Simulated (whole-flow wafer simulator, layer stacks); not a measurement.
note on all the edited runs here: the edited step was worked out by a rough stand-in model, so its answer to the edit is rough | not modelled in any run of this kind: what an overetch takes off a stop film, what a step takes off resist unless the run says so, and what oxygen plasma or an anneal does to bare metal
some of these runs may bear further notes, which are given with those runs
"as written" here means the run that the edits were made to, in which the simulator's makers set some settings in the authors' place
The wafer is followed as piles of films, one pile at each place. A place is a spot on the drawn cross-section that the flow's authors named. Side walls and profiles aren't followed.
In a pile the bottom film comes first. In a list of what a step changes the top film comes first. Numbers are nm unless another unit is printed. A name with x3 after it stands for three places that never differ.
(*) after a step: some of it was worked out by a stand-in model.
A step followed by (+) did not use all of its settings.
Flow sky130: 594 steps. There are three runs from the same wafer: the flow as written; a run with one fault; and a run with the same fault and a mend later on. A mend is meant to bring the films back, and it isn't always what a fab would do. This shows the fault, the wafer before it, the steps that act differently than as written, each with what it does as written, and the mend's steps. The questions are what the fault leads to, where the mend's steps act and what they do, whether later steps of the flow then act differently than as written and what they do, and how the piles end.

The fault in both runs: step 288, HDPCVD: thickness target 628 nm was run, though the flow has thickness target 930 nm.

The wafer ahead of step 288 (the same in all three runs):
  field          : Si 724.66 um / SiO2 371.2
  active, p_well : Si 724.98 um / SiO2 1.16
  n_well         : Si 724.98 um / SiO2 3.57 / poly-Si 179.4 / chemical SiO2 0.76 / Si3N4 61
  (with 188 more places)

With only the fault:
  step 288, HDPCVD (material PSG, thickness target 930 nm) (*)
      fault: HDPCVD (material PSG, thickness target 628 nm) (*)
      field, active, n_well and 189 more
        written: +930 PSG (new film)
        fault: +628 PSG (new film)
  Steps later in the flow that act otherwise than as written (13 other steps are not shown; they differ only slightly, by no more than 2% or 0.5 nm, whichever is larger):
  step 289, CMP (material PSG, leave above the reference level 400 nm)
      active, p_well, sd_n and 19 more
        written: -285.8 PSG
        fault: nothing
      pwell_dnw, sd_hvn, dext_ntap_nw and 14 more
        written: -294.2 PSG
        fault: nothing
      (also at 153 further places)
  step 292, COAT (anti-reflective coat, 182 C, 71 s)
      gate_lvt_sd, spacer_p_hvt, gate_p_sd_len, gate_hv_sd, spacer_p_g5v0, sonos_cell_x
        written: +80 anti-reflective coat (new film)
        fault: +77.6 anti-reflective coat (new film)
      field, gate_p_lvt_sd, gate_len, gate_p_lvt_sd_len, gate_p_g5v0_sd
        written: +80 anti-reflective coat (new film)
        fault: +77.7 anti-reflective coat (new film)
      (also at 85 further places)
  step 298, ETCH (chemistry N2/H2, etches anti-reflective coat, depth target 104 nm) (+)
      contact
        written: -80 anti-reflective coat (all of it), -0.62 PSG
        fault: -96 anti-reflective coat (all of it), -0.21 PSG
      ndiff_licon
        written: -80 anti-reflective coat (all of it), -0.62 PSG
        fault: -92 anti-reflective coat (all of it), -0.31 PSG
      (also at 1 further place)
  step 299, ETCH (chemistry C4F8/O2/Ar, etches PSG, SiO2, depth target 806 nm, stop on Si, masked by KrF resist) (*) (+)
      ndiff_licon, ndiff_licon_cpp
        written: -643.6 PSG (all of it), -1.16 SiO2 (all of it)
        fault: -627.7 PSG (all of it), -1.16 SiO2 (all of it)
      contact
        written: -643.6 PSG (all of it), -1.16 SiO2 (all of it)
        fault: -627.8 PSG (all of it), -1.16 SiO2 (all of it)
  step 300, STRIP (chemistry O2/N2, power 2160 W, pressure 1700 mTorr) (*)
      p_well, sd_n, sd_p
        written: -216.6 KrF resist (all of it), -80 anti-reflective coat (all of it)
        fault: -214.5 KrF resist (all of it), -96 anti-reflective coat (all of it)
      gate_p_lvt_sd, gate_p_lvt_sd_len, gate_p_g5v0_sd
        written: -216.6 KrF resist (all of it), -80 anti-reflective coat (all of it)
        fault: -216.2 KrF resist (all of it), -77.7 anti-reflective coat (all of it)
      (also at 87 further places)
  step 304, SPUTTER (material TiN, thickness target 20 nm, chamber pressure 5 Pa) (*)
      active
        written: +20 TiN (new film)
        fault: +19.4 TiN (new film)
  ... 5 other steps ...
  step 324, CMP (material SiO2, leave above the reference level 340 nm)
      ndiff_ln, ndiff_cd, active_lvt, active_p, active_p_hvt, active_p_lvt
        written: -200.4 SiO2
        fault: -188.6 SiO2
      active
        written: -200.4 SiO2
        fault: -187.7 SiO2
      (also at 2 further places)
  By the end, the piles at p_well, sd_n, sd_p and 27 more depart from the flow's by more than 2% or 0.5 nm, whichever is larger.
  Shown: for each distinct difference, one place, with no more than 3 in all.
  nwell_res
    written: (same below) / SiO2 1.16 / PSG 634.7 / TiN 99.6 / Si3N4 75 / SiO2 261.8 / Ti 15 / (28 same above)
    fault: (same below) / SiO2 1.16 / PSG 622.9 / Ti 11.3 / TiN 99.6 / Si3N4 75 / SiO2 262.3 / Ti 15 / (28 same above)
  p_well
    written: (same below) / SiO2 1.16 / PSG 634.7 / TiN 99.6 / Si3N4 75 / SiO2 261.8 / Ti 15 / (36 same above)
    fault: (same below) / SiO2 1.16 / PSG 622.9 / Ti 11.2 / TiN 99.6 / Si3N4 75 / SiO2 262.3 / Ti 15 / (36 same above)
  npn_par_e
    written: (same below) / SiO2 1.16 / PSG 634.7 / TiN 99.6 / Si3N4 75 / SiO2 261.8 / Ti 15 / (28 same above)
    fault: (same below) / SiO2 1.16 / PSG 622.9 / Ti 11.2 / TiN 99.6 / Si3N4 75 / SiO2 262.3 / Ti 15 / (28 same above)

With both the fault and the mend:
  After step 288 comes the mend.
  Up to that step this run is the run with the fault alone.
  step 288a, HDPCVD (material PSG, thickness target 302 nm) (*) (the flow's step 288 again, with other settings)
      field, active, n_well and 189 more
        +302 PSG
  Later steps of the flow that are run all act as written at every place that is followed, up to a difference of at most 2% or 0.5 nm, whichever is larger.
  At the end the piles are close to the flow's at the places that both follow, differing by at most 2% or 0.5 nm, whichever is larger.
